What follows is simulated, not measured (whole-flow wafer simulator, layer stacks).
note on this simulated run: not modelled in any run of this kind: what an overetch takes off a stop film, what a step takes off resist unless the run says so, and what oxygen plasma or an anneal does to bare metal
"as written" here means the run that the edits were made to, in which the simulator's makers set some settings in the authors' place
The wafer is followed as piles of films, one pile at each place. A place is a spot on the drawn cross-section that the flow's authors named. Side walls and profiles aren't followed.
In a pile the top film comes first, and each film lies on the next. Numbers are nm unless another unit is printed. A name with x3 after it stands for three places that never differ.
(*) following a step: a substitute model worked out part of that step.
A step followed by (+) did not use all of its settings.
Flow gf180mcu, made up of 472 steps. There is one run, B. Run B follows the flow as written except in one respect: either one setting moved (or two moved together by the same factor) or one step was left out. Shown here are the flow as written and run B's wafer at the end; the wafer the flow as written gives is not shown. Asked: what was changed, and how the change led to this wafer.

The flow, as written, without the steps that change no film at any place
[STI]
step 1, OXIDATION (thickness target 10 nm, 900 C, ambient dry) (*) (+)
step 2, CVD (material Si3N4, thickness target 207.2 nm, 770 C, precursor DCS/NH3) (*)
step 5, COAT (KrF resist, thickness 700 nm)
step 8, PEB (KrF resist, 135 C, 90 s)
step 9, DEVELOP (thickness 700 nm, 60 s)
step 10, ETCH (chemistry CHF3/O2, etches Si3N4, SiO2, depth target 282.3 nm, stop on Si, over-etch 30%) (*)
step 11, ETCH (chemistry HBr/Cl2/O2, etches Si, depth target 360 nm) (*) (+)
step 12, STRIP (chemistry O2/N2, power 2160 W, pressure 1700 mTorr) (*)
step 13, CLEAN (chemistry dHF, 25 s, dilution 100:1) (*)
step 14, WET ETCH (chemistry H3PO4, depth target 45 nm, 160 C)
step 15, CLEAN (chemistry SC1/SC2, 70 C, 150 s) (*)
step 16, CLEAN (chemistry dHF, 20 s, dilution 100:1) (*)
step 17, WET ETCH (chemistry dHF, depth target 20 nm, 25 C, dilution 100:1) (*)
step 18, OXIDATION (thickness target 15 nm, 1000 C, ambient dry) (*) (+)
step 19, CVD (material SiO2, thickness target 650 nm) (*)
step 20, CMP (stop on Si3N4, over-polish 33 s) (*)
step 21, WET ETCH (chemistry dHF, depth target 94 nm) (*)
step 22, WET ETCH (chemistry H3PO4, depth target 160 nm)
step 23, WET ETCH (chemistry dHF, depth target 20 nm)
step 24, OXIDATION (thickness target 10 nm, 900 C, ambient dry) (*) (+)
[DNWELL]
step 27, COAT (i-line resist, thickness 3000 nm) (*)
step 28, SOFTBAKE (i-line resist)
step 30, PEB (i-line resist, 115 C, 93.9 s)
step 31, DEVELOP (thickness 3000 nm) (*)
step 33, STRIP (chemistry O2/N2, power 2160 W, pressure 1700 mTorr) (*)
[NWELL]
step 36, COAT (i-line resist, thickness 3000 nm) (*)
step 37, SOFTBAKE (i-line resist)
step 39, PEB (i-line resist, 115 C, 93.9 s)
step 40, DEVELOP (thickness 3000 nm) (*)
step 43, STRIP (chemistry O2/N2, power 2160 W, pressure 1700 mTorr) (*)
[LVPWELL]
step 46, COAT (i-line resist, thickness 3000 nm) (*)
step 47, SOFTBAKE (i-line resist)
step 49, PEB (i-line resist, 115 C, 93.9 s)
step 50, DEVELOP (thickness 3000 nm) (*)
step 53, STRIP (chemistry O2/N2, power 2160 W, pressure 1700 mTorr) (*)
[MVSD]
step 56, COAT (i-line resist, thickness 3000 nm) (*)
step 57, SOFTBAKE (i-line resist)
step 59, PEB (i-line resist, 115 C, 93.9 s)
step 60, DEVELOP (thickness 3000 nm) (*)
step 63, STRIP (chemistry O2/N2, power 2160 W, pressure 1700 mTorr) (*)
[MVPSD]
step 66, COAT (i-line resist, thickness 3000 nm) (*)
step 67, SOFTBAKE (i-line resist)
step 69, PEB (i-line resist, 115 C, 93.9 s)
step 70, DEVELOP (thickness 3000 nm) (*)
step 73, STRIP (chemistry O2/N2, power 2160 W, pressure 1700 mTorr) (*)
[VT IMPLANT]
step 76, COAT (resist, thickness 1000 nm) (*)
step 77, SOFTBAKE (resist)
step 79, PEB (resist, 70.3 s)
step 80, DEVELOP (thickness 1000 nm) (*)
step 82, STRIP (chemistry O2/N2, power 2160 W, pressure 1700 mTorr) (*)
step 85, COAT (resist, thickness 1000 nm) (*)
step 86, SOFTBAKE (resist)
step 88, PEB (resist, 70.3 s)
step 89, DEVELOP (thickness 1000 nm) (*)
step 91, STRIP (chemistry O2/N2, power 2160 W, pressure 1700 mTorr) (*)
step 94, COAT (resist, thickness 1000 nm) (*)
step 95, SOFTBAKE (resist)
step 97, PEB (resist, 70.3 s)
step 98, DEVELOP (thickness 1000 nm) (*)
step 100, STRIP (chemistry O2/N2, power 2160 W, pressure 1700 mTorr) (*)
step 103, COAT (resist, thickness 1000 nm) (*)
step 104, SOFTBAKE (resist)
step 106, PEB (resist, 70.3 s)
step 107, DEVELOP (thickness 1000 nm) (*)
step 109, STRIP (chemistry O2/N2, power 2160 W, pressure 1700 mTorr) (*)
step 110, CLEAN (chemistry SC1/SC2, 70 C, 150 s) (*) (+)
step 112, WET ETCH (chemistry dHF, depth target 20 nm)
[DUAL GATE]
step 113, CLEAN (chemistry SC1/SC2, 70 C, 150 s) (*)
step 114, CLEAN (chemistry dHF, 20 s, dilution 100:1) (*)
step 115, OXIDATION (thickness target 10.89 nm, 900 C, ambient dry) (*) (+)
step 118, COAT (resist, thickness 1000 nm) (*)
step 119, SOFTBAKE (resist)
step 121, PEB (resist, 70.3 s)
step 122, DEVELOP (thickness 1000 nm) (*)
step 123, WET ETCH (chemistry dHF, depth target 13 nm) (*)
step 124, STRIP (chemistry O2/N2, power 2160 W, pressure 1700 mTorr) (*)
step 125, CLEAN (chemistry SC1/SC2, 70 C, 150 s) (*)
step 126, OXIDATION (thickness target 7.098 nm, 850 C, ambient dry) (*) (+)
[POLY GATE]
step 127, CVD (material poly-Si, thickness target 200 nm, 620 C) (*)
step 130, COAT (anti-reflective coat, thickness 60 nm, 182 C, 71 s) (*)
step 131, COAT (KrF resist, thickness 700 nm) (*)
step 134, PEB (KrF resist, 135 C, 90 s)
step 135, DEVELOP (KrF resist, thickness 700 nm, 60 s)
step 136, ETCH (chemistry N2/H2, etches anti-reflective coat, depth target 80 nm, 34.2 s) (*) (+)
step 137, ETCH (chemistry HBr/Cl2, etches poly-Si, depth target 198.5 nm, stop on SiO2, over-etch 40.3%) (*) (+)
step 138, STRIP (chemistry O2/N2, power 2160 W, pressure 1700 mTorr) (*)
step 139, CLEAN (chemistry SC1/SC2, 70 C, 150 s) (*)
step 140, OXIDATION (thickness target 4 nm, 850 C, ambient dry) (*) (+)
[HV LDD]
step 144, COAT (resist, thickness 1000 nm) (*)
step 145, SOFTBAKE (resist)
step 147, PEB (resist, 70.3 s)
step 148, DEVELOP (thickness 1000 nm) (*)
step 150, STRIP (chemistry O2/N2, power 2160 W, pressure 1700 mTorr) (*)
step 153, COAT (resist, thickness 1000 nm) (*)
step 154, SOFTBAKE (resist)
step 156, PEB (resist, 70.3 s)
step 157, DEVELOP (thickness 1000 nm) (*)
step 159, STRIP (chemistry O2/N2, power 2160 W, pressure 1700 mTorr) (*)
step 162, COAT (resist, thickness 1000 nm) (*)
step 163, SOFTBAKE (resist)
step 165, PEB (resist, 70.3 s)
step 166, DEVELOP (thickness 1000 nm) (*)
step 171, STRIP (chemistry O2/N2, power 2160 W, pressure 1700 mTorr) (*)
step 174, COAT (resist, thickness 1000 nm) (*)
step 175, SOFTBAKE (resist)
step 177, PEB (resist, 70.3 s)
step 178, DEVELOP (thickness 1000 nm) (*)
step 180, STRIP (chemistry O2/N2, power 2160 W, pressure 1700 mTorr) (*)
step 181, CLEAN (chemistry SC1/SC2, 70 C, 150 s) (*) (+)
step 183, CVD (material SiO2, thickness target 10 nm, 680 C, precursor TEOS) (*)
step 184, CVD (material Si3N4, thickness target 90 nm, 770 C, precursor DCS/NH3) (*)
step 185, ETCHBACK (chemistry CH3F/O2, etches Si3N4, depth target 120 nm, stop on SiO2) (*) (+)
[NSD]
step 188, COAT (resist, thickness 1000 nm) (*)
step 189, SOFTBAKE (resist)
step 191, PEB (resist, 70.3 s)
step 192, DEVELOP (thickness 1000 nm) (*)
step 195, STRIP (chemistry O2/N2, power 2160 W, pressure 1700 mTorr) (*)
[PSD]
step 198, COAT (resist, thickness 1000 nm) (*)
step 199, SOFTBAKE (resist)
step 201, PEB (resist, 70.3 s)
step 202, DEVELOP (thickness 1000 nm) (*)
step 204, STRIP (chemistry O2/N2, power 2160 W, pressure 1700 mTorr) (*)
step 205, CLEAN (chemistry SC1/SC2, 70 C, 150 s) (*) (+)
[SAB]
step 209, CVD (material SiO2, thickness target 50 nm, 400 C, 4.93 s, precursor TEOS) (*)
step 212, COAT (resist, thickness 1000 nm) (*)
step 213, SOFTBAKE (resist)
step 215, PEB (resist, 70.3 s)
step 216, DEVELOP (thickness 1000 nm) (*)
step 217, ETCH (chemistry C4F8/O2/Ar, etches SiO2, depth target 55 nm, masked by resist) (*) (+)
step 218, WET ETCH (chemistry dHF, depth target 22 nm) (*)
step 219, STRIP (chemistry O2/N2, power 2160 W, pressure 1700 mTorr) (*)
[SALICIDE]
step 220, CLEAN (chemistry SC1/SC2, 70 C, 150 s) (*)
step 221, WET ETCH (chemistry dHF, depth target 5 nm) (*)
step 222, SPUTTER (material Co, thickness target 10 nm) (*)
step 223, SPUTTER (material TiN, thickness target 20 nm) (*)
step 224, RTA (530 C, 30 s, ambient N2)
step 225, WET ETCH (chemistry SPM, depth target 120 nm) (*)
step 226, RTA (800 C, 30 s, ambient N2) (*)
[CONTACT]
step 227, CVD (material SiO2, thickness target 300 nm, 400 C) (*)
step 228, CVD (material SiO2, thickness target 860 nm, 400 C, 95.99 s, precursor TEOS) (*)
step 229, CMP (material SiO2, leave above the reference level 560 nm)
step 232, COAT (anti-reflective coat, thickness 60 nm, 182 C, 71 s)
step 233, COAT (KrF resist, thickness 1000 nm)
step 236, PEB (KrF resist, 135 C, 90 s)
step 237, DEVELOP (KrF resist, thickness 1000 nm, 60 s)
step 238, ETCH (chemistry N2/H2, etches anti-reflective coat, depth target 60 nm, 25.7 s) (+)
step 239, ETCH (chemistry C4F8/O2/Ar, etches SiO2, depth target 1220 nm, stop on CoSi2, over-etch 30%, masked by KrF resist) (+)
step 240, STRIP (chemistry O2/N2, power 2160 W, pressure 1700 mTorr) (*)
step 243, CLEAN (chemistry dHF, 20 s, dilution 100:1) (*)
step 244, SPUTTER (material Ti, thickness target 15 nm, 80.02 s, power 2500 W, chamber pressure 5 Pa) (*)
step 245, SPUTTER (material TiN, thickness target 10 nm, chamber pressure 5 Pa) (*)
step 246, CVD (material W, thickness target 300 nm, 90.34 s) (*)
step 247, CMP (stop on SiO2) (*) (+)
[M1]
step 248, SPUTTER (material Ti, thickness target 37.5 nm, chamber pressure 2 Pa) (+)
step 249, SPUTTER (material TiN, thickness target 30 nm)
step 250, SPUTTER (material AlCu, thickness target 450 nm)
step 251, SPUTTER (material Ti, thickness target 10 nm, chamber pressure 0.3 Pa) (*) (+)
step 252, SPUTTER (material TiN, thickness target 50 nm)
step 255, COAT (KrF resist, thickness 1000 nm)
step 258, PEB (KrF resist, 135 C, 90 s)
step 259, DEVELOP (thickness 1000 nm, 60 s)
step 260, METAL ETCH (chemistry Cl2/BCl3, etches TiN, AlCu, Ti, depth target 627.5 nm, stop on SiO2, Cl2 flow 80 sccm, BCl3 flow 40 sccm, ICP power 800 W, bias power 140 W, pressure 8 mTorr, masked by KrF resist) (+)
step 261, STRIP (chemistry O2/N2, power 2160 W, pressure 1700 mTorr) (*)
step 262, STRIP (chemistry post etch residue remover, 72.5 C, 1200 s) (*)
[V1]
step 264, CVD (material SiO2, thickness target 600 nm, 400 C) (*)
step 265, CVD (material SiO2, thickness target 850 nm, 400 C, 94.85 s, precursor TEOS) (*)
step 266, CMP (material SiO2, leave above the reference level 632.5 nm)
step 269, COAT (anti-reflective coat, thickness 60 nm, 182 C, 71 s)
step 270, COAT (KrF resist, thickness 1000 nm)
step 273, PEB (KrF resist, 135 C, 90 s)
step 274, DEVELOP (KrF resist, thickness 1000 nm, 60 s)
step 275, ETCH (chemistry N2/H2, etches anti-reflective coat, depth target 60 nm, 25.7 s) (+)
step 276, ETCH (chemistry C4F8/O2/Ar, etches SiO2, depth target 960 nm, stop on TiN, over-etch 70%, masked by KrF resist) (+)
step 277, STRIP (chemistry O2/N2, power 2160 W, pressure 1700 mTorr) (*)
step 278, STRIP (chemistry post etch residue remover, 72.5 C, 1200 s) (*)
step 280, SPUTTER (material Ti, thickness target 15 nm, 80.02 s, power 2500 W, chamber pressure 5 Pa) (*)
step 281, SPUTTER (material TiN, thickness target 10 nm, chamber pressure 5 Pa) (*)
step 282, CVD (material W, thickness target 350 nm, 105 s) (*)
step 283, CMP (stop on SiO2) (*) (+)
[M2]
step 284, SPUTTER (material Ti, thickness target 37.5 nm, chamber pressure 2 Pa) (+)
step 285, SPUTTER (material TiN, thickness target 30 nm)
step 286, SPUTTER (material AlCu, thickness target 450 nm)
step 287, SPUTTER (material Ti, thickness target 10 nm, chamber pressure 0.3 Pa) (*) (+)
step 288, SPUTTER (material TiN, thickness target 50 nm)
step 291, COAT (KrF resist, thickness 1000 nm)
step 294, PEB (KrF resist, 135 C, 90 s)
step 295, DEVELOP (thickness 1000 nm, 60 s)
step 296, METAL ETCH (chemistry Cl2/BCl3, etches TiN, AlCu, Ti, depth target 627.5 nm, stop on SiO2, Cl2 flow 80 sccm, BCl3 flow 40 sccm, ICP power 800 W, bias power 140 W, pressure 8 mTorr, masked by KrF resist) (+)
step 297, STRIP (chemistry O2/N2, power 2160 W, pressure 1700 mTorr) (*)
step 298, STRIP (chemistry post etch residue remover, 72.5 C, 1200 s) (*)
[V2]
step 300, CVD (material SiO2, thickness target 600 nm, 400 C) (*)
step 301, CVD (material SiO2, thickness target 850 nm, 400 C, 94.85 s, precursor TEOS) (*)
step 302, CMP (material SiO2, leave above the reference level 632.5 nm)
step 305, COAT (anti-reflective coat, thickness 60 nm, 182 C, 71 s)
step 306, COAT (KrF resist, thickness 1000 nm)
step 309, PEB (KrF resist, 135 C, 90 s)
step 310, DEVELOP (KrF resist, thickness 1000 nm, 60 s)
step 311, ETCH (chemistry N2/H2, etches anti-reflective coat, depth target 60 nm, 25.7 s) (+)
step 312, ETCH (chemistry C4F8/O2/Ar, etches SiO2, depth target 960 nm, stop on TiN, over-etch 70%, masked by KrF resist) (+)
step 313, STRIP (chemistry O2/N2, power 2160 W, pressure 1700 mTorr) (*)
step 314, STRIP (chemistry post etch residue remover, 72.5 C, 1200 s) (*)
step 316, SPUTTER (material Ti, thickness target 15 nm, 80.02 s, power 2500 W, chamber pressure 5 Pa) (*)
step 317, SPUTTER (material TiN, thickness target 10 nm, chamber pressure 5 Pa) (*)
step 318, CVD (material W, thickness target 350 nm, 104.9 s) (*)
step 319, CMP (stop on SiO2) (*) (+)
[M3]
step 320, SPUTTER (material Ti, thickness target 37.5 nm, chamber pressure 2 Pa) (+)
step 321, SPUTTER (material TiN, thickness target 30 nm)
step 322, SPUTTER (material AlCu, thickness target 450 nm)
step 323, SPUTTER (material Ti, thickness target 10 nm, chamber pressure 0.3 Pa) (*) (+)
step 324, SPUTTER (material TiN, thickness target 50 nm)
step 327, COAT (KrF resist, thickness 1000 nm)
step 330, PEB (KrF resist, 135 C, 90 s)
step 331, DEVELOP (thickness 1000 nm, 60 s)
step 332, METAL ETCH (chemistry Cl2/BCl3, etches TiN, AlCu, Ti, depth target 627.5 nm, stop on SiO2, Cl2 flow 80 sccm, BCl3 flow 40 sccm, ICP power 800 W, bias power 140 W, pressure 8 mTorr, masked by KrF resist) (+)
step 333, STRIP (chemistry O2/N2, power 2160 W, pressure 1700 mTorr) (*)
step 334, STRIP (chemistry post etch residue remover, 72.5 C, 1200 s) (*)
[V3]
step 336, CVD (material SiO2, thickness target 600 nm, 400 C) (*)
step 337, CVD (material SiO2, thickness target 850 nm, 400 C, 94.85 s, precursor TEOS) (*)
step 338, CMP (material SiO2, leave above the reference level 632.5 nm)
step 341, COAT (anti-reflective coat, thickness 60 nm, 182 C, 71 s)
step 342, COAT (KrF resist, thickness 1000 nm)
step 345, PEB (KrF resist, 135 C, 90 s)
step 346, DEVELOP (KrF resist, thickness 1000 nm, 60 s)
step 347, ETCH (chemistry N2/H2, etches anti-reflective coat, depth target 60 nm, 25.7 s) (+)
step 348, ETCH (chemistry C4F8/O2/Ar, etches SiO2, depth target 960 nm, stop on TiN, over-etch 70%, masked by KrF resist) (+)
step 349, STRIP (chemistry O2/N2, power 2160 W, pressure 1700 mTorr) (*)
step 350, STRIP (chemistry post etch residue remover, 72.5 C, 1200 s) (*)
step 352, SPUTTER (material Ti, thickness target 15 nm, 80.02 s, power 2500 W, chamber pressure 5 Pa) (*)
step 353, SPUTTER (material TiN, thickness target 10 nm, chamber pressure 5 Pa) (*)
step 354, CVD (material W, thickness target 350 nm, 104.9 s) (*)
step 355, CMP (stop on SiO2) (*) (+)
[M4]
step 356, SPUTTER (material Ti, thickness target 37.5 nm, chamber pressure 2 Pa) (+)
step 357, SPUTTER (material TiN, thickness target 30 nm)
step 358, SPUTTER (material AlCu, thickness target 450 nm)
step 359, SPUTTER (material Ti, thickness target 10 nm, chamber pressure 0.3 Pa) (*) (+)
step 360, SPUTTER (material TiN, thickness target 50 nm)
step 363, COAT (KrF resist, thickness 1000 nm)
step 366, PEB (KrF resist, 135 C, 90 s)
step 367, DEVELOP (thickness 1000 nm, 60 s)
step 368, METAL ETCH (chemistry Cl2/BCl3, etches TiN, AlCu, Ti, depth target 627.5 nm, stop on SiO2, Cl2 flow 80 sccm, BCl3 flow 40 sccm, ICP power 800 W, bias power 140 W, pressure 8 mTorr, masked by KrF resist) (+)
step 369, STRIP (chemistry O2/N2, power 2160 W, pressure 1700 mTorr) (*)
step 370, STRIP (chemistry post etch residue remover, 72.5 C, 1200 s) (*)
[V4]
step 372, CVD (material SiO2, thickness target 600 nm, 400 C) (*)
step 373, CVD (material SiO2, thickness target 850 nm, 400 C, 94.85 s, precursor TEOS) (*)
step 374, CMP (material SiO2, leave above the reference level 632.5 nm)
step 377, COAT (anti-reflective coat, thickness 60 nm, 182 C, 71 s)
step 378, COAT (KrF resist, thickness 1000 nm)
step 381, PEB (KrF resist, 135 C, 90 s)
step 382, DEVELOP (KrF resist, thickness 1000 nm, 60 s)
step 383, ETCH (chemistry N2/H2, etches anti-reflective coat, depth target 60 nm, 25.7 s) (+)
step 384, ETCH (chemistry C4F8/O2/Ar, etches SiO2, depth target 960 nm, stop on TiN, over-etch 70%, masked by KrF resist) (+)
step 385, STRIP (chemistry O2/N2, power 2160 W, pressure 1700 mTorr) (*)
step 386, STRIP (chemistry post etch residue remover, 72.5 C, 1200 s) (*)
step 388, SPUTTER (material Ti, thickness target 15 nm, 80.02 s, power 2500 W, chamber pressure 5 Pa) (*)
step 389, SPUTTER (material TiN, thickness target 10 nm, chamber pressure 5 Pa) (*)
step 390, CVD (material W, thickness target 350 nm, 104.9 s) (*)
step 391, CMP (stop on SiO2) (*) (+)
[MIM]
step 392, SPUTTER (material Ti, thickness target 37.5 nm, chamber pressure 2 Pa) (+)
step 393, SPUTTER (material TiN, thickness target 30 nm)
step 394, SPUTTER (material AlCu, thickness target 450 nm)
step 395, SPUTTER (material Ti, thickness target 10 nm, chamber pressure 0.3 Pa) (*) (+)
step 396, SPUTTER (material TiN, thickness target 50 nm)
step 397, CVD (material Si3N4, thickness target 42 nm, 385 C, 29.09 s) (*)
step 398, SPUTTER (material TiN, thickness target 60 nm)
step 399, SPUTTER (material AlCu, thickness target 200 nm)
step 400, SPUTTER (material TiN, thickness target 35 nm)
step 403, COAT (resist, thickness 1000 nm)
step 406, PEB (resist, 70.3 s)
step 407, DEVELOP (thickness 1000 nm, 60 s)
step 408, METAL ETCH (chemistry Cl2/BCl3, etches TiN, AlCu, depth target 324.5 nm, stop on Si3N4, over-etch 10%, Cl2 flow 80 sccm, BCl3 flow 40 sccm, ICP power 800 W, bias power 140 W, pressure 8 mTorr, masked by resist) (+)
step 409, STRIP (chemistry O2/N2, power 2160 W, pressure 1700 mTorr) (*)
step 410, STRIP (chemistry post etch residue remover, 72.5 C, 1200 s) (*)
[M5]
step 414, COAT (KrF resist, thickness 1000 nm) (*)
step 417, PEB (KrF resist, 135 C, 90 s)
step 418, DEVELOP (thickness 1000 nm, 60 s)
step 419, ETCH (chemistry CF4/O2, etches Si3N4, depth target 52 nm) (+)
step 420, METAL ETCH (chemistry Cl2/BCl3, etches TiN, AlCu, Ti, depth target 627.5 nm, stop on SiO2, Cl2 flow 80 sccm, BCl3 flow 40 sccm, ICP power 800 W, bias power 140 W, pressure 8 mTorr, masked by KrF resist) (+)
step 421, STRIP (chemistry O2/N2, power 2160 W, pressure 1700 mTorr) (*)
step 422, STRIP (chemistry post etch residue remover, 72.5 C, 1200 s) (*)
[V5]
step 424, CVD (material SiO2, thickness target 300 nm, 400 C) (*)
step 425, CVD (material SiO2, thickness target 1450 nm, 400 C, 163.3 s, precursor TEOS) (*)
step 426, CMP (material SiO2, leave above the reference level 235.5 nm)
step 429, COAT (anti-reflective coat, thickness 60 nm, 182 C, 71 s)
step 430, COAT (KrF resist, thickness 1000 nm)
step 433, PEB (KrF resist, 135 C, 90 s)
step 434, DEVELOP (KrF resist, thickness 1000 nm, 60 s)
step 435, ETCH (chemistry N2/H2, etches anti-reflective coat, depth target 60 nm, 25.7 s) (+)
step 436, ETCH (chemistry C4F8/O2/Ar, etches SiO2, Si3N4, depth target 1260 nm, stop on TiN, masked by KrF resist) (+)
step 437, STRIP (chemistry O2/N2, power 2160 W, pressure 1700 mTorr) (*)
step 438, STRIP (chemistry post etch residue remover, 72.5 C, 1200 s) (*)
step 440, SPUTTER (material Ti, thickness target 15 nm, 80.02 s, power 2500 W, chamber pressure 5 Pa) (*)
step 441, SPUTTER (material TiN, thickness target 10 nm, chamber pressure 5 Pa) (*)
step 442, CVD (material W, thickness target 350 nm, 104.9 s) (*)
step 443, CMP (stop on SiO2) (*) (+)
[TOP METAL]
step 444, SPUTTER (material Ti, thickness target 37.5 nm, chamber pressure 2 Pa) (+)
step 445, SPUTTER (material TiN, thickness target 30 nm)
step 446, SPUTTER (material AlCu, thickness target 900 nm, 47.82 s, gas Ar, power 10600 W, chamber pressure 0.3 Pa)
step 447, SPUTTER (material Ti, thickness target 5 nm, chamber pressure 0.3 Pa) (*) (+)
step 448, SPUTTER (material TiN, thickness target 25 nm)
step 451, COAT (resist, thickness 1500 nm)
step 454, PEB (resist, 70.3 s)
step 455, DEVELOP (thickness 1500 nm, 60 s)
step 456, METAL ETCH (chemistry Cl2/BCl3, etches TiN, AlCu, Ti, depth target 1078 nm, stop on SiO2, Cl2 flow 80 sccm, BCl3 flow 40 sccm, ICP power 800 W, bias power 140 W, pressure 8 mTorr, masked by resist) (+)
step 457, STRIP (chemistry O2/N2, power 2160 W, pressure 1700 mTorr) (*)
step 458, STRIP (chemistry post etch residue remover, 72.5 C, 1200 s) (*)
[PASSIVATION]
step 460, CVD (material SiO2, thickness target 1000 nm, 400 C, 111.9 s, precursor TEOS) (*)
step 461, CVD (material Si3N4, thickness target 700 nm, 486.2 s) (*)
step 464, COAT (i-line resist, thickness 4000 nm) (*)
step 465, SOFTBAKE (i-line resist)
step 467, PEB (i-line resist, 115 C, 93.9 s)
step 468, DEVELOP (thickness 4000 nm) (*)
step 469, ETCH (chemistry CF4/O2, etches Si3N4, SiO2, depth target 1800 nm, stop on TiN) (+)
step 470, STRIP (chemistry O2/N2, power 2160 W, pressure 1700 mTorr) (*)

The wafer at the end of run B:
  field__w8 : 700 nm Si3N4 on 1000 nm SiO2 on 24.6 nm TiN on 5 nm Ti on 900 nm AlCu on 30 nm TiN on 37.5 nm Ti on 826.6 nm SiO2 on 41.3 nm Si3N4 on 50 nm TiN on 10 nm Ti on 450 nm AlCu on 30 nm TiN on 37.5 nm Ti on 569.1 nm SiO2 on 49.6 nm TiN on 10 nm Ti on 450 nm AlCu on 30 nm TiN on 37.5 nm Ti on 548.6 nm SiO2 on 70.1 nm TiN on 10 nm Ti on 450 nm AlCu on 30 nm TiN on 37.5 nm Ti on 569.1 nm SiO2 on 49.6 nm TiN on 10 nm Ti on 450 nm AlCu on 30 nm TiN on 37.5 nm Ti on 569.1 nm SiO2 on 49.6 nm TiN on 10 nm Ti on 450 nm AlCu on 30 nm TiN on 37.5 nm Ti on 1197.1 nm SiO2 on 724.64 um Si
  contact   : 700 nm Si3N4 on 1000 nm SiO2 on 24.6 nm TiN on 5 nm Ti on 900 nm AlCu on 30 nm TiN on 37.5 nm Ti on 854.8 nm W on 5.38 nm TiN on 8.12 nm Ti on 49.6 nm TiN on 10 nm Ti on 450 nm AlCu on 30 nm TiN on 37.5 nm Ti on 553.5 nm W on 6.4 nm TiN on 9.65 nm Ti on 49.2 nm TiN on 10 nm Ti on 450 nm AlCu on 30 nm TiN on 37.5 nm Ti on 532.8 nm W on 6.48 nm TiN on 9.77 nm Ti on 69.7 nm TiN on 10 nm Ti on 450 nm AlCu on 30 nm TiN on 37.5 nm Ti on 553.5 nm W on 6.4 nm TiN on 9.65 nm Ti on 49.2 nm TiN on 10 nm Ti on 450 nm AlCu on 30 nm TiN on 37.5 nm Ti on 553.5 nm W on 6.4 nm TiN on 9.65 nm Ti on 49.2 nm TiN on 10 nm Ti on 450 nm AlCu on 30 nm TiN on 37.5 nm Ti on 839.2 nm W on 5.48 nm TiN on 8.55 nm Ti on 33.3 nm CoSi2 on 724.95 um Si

Cause: step 324, SPUTTER: thickness target 70.5 nm was run, while the flow as written has thickness target 50 nm.

Step by step, how the change led to this:
  step 324, SPUTTER (material TiN, thickness target 50 nm)
      field, field__w1, field__w2 and 108 more: TiN gains 70.5 (new film) (in the flow as written it would be: TiN gains 50 (new film))
  step 332, METAL ETCH (chemistry Cl2/BCl3, etches TiN, AlCu, Ti, depth target 627.5 nm, stop on SiO2, Cl2 flow 80 sccm, BCl3 flow 40 sccm, ICP power 800 W, bias power 140 W, pressure 8 mTorr, masked by KrF resist) (+)
      field, field__w1, field__w2 and 103 more: TiN loses 70.5 (all of it), Ti loses 10 (all of it), AlCu loses 450 (all of it), TiN loses 30 (all of it), Ti loses 37.5 (all of it) (in the flow as written it would be: TiN loses 50 (all of it), Ti loses 10 (all of it), AlCu loses 450 (all of it), TiN loses 30 (all of it), Ti loses 37.5 (all of it))
  step 338, CMP (material SiO2, leave above the reference level 632.5 nm)
      field__w8, contact, m1, m1__w1, m1_nw: SiO2 loses 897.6 (in the flow as written it would be: SiO2 loses 877.1)
  step 348, ETCH (chemistry C4F8/O2/Ar, etches SiO2, depth target 960 nm, stop on TiN, over-etch 70%, masked by KrF resist) (+)
      field, field__w1, field__w2 and 107 more: KrF resist loses 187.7 (in the flow as written it would be: KrF resist loses 192)
      contact: SiO2 loses 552 (all of it) (in the flow as written it would be: SiO2 loses 572.5 (all of it))
  step 354, CVD (material W, thickness target 350 nm, 104.9 s) (*)
      contact: W gains 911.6 (new film) (in the flow as written it would be: W gains 932.3 (new film))
